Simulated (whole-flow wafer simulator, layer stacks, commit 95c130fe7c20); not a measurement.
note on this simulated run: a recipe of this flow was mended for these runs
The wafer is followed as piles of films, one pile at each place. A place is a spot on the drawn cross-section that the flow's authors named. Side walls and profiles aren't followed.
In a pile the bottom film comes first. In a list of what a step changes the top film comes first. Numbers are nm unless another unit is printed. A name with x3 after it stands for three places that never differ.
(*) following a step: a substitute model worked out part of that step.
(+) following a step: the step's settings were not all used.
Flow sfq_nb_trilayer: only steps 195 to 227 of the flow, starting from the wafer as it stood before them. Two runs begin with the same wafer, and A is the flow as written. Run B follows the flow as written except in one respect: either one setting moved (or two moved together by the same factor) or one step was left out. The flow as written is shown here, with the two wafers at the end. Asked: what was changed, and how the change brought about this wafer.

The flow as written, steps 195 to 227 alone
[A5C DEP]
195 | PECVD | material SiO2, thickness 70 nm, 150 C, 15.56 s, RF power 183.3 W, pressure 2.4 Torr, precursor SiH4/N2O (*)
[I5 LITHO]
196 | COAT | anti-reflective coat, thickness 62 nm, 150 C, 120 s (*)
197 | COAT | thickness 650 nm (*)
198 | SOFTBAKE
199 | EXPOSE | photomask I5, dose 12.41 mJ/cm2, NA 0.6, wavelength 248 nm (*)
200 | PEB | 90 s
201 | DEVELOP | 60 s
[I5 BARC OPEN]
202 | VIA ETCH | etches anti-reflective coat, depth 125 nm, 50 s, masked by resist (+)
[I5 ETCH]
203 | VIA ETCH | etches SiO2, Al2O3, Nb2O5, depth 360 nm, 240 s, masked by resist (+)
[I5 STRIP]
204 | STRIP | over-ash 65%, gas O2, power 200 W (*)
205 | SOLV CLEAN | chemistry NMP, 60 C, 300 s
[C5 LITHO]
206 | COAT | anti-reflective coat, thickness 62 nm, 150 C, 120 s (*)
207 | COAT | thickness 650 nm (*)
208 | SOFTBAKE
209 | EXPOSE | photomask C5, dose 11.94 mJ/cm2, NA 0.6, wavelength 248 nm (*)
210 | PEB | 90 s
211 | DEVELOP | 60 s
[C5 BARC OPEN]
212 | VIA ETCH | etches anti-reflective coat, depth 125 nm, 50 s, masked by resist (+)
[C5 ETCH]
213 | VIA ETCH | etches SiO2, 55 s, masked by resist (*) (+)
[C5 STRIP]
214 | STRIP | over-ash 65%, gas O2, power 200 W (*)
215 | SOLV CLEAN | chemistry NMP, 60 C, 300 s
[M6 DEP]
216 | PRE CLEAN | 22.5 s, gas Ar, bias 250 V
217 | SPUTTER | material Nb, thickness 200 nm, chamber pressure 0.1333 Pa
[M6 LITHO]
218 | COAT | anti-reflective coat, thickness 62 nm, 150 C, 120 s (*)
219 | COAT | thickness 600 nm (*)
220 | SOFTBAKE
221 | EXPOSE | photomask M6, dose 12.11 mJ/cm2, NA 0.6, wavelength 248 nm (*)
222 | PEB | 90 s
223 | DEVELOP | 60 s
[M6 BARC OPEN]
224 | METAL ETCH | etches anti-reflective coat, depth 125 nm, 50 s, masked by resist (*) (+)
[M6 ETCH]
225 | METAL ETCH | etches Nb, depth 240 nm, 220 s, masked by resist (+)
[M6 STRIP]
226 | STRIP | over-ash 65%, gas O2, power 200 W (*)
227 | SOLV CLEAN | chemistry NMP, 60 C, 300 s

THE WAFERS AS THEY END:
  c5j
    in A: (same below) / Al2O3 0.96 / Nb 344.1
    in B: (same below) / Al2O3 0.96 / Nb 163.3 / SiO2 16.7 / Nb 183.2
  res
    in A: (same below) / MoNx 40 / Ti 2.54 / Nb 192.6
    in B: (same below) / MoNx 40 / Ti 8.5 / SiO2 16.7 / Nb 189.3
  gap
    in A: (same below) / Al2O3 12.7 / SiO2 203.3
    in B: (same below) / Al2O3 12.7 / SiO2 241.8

What caused this: step 195, PECVD: thickness 108.5 nm was run, whereas the flow has thickness 70 nm; step 195, PECVD: 24.11 s was run, where the flow has 15.56 s.

Step by step, how the change led to this:
  195 | PECVD | material SiO2, thickness 70 nm, 150 C, 15.56 s, RF power 183.3 W, pressure 2.4 Torr, precursor SiH4/N2O (*)
      field_l, v_sur, via_wl and 92 more: A SiO2 gains 70 | B SiO2 gains 108.5
      ce_l, c5j, ce_r and 8 more: A SiO2 gains 70 (new film) | B SiO2 gains 108.5 (new film)
  196 | COAT | anti-reflective coat, thickness 62 nm, 150 C, 120 s (*)
      r5r_line_l, r5r_line_c, r5r_line_r: A anti-reflective coat gains 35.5 (new film) | B anti-reflective coat gains 36.8 (new film)
  203 | VIA ETCH | etches SiO2, Al2O3, Nb2O5, depth 360 nm, 240 s, masked by resist (+)
      be: A SiO2 loses 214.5 (all of it), Al2O3 loses 12.7 (all of it), Nb2O5 loses 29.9 (all of it), Nb loses 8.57 | B SiO2 loses 253 (all of it), Al2O3 loses 12.7 (all of it), Nb2O5 loses 29.9 (all of it), Nb loses 5.36
  204 | STRIP | over-ash 65%, gas O2, power 200 W (*)
      r5r_line_l, r5r_line_c, r5r_line_r: A KrF-resist-other-grade loses 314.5 (all of it), anti-reflective coat loses 35.5 (all of it) | B KrF-resist-other-grade loses 314.5 (all of it), anti-reflective coat loses 36.8 (all of it)
  206 | COAT | anti-reflective coat, thickness 62 nm, 150 C, 120 s (*)
      r5r_line_l, r5r_line_c, r5r_line_r: A anti-reflective coat gains 35.5 (new film) | B anti-reflective coat gains 36.8 (new film)
      be: A anti-reflective coat gains 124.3 (new film) | B anti-reflective coat gains 129.6 (new film)
  207 | COAT | thickness 650 nm (*)
      be: A KrF-resist-other-grade gains 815 (new film) | B KrF-resist-other-grade gains 840.5 (new film)
  213 | VIA ETCH | etches SiO2, 55 s, masked by resist (*) (+)
      c5j: A SiO2 loses 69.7 (all of it), Nb loses 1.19 | B SiO2 loses 84
      res: A SiO2 loses 69.7 (all of it), Ti loses 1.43 | B SiO2 loses 84
  214 | STRIP | over-ash 65%, gas O2, power 200 W (*)
      r5r_line_l, r5r_line_c, r5r_line_r: A KrF-resist-other-grade loses 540 (all of it), anti-reflective coat loses 35.5 (all of it) | B KrF-resist-other-grade loses 540.1 (all of it), anti-reflective coat loses 36.8 (all of it)
      be: A KrF-resist-other-grade loses 705.8 (all of it), anti-reflective coat loses 124.3 (all of it) | B KrF-resist-other-grade loses 731.2 (all of it), anti-reflective coat loses 129.6 (all of it)
  216 | PRE CLEAN | 22.5 s, gas Ar, bias 250 V
      c5j: A Nb loses 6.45 | B SiO2 loses 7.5
      res: A Ti loses 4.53 | B SiO2 loses 7.5
  217 | SPUTTER | material Nb, thickness 200 nm, chamber pressure 0.1333 Pa
      c5j: A Nb gains 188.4 | B Nb gains 183.2 (new film)
      be: A Nb gains 145.8 | B Nb gains 138.1
  218 | COAT | anti-reflective coat, thickness 62 nm, 150 C, 120 s (*)
      be: A anti-reflective coat gains 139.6 (new film) | B anti-reflective coat gains 146.1 (new film)
      jj_sur: A anti-reflective coat gains 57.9 (new film) | B anti-reflective coat gains 55 (new film)
      (and at 7 other places as well)
  219 | COAT | thickness 600 nm (*)
      be: A KrF-resist-other-grade gains 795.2 (new film) | B KrF-resist-other-grade gains 832.7 (new film)
  226 | STRIP | over-ash 65%, gas O2, power 200 W (*)
      be: A KrF-resist-other-grade loses 559.4 (all of it), anti-reflective coat loses 139.6 (all of it) | B KrF-resist-other-grade loses 596.7 (all of it), anti-reflective coat loses 146.1 (all of it)
      jj_sur: A KrF-resist-other-grade loses 361.7 (all of it), anti-reflective coat loses 57.9 (all of it) | B KrF-resist-other-grade loses 363.4 (all of it), anti-reflective coat loses 55 (all of it)
      (and at 7 other places as well)
Taking metal films that touch as one body, c5j has 4 bodies (between them, from the top down: SiO2 16.7; Al2O3 0.96; SiO2 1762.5); the flow as written gives 3 bodies (between them, from the top down: Al2O3 0.96; SiO2 1762.5).
Taking metal films that touch as one body, res has 3 bodies (between them, from the top down: SiO2 16.7; SiO2 2090.9); the flow as written gives 2 bodies (between them, from the top down: SiO2 2090.9).
